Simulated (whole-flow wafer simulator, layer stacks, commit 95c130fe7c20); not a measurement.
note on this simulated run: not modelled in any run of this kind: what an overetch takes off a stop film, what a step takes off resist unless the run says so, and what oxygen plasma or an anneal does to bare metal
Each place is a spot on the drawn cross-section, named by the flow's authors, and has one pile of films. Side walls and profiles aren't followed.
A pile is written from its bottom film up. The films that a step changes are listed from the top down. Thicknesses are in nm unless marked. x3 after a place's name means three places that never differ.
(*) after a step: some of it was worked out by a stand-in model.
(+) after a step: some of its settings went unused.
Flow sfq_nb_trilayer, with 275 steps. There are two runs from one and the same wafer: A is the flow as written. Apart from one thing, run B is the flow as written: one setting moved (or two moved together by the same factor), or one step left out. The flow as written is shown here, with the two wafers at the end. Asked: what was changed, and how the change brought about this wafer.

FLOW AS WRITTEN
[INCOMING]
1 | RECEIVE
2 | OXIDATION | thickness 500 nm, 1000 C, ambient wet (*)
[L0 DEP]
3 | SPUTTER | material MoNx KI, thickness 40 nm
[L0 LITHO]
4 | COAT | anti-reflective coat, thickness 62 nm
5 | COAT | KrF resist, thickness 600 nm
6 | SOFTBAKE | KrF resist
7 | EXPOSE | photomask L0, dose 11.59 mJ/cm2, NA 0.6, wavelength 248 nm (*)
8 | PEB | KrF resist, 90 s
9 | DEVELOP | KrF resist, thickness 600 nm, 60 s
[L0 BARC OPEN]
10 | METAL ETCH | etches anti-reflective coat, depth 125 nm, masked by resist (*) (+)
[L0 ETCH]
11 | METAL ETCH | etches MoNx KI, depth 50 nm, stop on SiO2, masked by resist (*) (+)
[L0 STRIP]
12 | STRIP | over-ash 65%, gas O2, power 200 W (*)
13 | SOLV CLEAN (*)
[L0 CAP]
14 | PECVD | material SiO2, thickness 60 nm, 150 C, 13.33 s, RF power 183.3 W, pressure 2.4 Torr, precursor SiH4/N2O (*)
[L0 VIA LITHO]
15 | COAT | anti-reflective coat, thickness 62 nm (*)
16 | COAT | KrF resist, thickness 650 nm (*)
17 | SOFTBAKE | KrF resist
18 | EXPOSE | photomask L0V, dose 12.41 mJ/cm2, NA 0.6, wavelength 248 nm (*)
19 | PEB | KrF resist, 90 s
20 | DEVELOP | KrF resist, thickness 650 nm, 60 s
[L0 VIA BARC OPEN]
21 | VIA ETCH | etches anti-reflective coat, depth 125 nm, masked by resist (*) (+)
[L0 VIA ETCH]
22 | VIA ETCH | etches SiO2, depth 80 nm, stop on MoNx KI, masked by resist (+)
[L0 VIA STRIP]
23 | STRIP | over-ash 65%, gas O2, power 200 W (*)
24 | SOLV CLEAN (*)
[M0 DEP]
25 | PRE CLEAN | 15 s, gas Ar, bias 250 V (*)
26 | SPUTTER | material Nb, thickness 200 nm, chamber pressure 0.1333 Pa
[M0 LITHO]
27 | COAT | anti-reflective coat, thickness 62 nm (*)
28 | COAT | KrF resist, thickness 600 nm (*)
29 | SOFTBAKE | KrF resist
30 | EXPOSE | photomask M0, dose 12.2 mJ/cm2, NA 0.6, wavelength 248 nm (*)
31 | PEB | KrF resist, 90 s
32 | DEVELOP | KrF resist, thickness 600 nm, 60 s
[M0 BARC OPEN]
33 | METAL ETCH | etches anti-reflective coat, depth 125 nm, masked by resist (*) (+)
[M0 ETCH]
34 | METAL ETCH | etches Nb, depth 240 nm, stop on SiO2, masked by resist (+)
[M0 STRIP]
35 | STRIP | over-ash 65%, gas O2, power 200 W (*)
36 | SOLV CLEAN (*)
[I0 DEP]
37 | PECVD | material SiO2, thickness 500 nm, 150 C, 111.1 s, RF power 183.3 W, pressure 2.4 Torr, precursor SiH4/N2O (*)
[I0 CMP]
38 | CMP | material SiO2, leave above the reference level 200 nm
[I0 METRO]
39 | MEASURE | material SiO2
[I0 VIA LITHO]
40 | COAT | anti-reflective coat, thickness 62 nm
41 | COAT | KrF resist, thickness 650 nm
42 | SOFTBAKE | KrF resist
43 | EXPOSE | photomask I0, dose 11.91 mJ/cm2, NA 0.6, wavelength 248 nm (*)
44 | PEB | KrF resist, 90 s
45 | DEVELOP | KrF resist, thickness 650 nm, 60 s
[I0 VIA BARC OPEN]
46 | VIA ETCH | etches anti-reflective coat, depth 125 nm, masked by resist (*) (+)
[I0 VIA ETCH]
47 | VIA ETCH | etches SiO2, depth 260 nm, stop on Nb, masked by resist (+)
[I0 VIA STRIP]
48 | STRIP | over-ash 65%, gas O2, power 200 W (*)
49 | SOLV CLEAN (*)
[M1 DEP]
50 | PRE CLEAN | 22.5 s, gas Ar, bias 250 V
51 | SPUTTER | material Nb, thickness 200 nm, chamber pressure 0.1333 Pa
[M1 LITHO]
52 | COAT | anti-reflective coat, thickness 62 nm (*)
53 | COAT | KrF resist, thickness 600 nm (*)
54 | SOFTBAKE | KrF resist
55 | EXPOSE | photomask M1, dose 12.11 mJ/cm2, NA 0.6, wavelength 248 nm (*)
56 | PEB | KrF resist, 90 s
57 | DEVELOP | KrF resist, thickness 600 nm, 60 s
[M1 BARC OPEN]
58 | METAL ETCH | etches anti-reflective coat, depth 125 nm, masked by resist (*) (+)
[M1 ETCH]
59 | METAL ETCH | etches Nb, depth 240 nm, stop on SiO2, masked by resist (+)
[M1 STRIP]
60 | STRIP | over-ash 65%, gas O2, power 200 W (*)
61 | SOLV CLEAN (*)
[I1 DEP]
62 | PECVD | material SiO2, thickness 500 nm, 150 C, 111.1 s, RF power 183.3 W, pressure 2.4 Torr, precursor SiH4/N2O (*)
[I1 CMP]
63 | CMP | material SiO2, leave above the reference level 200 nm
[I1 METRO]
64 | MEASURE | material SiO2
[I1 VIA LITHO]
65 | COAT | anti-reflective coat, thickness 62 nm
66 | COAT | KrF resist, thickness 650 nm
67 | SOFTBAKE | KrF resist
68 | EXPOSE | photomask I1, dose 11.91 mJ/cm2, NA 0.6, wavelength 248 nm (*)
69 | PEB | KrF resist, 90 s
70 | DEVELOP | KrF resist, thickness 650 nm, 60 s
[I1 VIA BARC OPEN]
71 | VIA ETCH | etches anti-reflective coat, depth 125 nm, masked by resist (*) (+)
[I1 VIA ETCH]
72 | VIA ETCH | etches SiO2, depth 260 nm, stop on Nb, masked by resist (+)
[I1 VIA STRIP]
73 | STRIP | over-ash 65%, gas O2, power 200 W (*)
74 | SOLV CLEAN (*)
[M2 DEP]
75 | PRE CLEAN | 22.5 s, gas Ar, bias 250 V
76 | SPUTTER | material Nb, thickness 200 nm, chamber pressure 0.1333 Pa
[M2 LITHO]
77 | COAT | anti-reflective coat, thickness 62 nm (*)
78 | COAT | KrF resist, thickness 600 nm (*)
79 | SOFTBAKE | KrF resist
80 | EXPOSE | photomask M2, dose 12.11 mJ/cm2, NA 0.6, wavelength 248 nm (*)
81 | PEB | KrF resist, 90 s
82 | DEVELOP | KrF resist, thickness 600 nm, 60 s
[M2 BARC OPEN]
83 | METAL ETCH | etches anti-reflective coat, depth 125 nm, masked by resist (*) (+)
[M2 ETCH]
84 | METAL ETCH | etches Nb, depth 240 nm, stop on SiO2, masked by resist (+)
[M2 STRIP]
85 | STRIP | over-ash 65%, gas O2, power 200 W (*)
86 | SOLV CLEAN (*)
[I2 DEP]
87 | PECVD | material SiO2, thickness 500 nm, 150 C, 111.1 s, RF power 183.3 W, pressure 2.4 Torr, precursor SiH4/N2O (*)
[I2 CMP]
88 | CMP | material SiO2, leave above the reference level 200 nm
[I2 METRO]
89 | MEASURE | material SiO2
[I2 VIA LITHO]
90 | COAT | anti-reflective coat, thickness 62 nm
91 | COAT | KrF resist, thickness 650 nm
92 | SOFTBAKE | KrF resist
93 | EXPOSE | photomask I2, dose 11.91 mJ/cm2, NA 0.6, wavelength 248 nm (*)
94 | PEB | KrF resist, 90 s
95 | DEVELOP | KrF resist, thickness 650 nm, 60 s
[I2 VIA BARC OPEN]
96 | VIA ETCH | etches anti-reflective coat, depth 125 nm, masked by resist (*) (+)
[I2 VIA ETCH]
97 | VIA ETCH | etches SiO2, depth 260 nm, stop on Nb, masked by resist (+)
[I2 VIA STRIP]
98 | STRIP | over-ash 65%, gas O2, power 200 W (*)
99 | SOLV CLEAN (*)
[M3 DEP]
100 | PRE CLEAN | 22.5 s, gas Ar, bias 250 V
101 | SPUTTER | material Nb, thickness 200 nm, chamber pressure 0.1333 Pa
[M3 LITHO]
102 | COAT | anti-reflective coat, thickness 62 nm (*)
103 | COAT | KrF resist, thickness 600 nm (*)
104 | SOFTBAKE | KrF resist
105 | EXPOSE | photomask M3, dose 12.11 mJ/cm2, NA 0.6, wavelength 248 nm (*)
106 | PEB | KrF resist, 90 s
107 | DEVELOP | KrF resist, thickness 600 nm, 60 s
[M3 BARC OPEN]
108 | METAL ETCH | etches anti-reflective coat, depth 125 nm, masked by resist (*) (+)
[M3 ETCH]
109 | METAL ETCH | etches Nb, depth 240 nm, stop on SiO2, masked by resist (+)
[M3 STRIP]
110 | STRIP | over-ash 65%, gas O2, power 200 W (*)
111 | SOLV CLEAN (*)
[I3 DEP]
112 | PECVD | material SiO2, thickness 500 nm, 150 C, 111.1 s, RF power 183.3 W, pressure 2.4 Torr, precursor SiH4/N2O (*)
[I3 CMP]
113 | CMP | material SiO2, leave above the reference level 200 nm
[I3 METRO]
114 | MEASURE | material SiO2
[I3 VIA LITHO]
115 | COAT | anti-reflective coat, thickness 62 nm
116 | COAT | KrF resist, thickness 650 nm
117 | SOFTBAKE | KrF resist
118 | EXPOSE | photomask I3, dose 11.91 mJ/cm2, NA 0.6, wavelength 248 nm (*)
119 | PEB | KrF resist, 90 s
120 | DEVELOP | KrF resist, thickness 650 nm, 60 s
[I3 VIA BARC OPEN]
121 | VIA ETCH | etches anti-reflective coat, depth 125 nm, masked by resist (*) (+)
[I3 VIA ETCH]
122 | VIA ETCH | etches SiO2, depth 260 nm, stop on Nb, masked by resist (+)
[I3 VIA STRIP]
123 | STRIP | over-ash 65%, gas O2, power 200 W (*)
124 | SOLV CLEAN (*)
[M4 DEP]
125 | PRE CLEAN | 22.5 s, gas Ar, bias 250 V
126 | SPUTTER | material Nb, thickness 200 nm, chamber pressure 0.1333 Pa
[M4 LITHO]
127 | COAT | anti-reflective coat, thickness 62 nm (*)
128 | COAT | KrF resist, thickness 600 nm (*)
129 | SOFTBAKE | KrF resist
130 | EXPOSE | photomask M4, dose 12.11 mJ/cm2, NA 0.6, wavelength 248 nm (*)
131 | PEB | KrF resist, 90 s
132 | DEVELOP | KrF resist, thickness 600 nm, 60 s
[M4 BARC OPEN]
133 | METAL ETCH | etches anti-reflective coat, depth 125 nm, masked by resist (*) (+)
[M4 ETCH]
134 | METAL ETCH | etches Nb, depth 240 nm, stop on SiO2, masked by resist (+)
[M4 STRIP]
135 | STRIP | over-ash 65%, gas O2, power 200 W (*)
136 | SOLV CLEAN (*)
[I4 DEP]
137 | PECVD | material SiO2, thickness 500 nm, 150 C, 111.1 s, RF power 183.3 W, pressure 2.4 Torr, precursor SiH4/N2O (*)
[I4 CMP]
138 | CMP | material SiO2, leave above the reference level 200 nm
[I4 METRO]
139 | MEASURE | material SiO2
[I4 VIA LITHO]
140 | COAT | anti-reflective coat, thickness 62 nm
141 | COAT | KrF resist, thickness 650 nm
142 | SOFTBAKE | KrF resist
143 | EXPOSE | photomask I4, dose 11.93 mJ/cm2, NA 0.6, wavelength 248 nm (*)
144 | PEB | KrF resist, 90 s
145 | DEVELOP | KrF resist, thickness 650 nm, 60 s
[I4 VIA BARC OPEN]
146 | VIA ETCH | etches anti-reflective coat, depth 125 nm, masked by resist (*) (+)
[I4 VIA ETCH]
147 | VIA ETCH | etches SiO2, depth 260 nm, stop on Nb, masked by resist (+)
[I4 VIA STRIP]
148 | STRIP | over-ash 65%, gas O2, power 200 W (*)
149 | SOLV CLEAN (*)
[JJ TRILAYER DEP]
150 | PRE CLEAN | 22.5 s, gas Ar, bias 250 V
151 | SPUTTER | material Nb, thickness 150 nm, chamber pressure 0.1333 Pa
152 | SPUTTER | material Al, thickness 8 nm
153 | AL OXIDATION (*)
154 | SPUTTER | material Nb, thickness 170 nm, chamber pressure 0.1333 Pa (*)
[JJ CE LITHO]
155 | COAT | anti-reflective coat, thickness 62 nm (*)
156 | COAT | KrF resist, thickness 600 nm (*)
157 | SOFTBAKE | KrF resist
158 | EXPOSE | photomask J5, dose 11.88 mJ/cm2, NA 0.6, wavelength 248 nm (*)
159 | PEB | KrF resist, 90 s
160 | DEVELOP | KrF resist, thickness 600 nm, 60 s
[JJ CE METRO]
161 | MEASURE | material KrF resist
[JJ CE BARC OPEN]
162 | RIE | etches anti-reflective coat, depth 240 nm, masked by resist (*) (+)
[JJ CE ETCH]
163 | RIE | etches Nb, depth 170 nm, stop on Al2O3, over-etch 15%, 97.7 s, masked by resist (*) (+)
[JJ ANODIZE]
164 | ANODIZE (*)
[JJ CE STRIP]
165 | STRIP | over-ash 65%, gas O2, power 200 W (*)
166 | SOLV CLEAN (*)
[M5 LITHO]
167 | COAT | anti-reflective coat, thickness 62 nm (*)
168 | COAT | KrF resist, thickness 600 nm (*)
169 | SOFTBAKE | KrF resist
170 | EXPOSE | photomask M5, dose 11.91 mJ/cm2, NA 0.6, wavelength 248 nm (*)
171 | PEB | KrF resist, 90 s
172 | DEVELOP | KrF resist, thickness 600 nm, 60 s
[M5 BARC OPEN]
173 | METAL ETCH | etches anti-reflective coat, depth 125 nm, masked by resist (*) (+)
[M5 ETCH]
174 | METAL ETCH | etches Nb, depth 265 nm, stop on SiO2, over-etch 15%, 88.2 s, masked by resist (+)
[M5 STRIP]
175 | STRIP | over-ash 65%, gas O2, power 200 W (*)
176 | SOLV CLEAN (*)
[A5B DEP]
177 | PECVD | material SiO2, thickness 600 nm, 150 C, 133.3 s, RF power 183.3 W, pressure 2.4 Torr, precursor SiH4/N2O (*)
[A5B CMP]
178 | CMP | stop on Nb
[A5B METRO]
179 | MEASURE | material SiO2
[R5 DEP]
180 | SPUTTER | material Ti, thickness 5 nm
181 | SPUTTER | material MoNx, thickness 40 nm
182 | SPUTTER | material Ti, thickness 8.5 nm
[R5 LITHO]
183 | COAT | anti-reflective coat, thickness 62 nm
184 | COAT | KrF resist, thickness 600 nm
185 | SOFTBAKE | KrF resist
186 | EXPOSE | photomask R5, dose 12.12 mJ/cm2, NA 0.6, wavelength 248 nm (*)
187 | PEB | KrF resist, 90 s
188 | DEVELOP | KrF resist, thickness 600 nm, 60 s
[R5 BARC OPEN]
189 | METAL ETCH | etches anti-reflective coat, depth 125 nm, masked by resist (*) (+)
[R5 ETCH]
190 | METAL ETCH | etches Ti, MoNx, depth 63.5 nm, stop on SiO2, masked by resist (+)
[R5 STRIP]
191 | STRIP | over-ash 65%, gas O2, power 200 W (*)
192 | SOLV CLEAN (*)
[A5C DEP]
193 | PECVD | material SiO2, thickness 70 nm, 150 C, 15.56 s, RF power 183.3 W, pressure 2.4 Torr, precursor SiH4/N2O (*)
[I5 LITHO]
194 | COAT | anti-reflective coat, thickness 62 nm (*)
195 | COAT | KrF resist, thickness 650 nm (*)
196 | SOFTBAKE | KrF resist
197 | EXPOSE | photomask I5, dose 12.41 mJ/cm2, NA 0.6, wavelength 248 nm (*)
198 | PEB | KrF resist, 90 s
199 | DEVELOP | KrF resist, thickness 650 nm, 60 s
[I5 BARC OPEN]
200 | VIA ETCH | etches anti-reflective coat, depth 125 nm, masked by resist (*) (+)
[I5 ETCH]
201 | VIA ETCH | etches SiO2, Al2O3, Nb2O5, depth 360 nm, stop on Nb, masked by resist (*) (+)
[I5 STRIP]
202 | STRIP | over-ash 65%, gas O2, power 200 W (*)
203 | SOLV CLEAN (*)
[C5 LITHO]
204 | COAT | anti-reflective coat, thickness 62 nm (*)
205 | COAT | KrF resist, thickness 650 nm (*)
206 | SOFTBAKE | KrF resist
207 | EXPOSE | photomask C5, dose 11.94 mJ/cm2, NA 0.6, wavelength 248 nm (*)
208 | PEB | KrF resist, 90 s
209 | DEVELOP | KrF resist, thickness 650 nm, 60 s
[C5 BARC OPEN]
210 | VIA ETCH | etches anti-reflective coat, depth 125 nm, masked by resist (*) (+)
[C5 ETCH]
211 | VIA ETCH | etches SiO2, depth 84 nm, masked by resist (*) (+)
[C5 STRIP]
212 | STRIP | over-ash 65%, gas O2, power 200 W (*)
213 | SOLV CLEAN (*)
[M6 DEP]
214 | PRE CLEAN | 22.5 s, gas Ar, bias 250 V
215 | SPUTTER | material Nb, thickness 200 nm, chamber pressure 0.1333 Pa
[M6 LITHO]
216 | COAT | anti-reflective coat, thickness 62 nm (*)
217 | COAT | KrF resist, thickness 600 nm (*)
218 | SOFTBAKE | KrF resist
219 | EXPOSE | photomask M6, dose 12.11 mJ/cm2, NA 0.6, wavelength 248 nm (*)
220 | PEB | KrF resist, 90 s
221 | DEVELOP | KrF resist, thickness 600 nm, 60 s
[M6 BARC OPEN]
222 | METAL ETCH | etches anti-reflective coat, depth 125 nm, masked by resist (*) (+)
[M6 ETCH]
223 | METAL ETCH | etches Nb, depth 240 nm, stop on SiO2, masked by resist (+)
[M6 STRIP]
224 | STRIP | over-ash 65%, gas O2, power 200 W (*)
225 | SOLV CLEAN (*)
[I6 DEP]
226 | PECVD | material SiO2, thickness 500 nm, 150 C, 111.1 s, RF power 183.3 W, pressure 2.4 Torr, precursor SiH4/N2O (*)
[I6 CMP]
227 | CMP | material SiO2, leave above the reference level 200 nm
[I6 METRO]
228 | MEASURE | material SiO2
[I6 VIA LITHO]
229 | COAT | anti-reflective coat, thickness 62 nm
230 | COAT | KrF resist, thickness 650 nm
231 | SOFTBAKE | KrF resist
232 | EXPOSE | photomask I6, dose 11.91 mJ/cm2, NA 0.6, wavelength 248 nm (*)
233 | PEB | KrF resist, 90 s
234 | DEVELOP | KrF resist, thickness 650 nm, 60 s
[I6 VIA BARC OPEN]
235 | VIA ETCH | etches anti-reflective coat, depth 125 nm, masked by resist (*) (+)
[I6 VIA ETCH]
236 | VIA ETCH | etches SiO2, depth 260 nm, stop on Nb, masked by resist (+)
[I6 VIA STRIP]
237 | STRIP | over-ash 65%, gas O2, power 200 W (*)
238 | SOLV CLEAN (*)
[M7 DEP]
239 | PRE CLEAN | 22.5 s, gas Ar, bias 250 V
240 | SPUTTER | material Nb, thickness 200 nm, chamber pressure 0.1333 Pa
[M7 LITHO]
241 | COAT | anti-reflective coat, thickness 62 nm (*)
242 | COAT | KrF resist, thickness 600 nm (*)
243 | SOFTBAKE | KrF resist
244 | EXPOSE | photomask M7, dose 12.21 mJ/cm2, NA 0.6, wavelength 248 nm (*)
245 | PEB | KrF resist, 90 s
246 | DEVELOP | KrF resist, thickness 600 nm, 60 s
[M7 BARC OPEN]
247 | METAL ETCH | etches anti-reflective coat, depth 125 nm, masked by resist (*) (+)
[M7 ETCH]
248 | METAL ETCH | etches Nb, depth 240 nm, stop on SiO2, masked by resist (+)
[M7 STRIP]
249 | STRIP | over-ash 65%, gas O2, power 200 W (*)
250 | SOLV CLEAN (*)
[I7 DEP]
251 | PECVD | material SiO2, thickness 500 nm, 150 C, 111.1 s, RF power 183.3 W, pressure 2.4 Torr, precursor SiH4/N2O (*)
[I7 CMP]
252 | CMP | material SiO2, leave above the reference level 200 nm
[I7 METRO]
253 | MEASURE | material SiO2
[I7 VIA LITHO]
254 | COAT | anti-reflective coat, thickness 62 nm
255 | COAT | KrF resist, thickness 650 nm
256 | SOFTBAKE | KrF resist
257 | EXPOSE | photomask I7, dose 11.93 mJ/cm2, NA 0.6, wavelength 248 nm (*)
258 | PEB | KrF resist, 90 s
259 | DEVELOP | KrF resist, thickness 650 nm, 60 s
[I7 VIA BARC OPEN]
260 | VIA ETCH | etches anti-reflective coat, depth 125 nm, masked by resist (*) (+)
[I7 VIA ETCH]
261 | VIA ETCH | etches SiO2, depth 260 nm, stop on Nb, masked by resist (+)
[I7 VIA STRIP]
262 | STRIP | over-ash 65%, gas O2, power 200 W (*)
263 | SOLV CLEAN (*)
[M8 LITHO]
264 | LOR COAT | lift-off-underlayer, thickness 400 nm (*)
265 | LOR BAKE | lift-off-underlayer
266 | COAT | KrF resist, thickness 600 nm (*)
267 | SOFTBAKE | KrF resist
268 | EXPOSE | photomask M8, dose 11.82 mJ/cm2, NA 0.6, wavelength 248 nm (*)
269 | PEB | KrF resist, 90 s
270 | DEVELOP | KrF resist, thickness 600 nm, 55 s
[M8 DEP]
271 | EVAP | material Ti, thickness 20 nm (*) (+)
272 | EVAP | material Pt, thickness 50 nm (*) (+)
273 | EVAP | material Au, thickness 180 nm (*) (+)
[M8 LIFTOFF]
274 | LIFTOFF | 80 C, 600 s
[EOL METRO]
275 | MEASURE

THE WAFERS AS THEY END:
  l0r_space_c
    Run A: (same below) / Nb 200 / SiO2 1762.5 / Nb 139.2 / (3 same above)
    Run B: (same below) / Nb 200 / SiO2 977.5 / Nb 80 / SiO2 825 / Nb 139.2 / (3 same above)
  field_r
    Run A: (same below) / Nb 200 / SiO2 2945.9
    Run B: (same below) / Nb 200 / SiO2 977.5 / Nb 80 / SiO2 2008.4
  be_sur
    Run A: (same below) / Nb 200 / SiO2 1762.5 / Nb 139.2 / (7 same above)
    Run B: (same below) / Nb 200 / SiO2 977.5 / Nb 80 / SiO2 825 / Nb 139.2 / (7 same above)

Cause: step 101, SPUTTER: thickness 320 nm was run, though the flow has thickness 200 nm.

The path from the change to this, step by step:
  101 | SPUTTER | material Nb, thickness 200 nm, chamber pressure 0.1333 Pa
      field_l, v_sur, via_wl and 102 more: A Nb gains 200 (new film) | B Nb gains 320 (new film)
      via_w: A Nb gains 165.5 | B Nb gains 266.8
  102 | COAT | anti-reflective coat, thickness 62 nm (*)
      via_w: A anti-reflective coat gains 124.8 (new film) | B anti-reflective coat gains 128.3 (new film)
  109 | METAL ETCH | etches Nb, depth 240 nm, stop on SiO2, masked by resist (+)
      field_l, be, be_sur and 72 more: A Nb loses 200 (all of it) | B Nb loses 240
  110 | STRIP | over-ash 65%, gas O2, power 200 W (*)
      via_w: A KrF resist loses 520 (all of it), anti-reflective coat loses 124.8 (all of it) | B KrF resist loses 532.6 (all of it), anti-reflective coat loses 128.3 (all of it)
  112 | PECVD | material SiO2, thickness 500 nm, 150 C, 111.1 s, RF power 183.3 W, pressure 2.4 Torr, precursor SiH4/N2O (*)
      field_l, be, be_sur and 64 more: A SiO2 gains 500 | B SiO2 gains 500 (new film)
      p4_g1 x2, p3_s0 x6: A SiO2 gains 557.1 | B SiO2 gains 597.1 (new film)
  113 | CMP | material SiO2, leave above the reference level 200 nm
      field_l, be, be_sur and 64 more: A SiO2 loses 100 | B SiO2 loses 60
      via_w: A SiO2 loses 181.6 | B SiO2 loses 157.1
Taking metal films that touch as one body, l0r_space_c has 3 bodies (between them, from the top down: SiO2 825; SiO2 977.5); the flow as written gives 2 bodies (between them, from the top down: SiO2 1762.5).
Taking metal films that touch as one body, field_r has 2 bodies (between them, from the top down: SiO2 977.5); the flow as written gives 1 body.
Taking metal films that touch as one body, be_sur has 5 bodies (between them, from the top down: SiO2 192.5; SiO2 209 / Al2O3 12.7 / Nb2O5 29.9; SiO2 825; SiO2 977.5); the flow as written gives 4 bodies (between them, from the top down: SiO2 192.5; SiO2 209 / Al2O3 12.7 / Nb2O5 29.9; SiO2 1762.5).
